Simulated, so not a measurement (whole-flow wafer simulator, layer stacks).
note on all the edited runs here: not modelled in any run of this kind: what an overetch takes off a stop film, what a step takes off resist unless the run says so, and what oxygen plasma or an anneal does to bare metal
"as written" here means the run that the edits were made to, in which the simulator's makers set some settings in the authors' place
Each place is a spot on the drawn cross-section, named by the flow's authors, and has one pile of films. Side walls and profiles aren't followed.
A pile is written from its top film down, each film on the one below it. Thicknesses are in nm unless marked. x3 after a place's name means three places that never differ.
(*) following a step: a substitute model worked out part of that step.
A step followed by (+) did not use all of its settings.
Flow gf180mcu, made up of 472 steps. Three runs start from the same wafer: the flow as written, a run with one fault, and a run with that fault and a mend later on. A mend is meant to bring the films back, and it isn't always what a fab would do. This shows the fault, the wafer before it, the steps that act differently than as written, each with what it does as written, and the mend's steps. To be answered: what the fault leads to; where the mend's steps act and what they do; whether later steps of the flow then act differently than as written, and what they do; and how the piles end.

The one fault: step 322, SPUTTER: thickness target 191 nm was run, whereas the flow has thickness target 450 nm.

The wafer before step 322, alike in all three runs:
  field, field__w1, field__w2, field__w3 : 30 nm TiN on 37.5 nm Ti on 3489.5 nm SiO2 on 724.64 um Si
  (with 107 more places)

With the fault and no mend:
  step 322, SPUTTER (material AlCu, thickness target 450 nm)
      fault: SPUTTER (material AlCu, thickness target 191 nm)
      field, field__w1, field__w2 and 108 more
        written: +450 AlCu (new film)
        fault: +191 AlCu (new film)
  Steps further on in the flow that do not act as written:
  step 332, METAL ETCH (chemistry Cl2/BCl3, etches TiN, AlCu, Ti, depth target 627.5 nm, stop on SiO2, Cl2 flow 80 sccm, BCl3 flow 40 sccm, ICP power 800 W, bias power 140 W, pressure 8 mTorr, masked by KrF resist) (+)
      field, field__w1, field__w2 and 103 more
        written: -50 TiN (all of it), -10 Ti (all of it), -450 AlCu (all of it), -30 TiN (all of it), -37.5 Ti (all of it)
        fault: -50 TiN (all of it), -10 Ti (all of it), -191 AlCu (all of it), -30 TiN (all of it), -37.5 Ti (all of it)
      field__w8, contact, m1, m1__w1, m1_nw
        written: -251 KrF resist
        fault: -191.1 KrF resist
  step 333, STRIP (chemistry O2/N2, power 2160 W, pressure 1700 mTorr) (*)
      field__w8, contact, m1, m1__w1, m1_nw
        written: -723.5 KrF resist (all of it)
        fault: -783.4 KrF resist (all of it)
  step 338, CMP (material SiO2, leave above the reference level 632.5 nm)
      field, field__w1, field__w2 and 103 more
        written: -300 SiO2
        fault: -559 SiO2
  The piles end different from the flow's at field, field__w1, field__w2 and 109 more by more than 2% or 0.5 nm, whichever is larger.
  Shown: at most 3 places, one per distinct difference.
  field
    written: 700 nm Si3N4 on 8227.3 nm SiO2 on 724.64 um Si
    fault: 700 nm Si3N4 on 7968.3 nm SiO2 on 724.64 um Si
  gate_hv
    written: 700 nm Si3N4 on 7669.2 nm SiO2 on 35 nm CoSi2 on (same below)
    fault: 700 nm Si3N4 on 7410.2 nm SiO2 on 35 nm CoSi2 on (same below)
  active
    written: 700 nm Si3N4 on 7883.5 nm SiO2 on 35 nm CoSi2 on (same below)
    fault: 700 nm Si3N4 on 7624.5 nm SiO2 on 35 nm CoSi2 on (same below)

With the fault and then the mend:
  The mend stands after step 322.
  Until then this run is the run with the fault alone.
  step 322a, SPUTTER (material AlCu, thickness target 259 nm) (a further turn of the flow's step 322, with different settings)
      field, field__w1, field__w2 and 108 more
        +259 AlCu
  Every later step of the flow that is run acts as written at every place that is followed.
  The piles end the same as the flow's at every place that both follow.
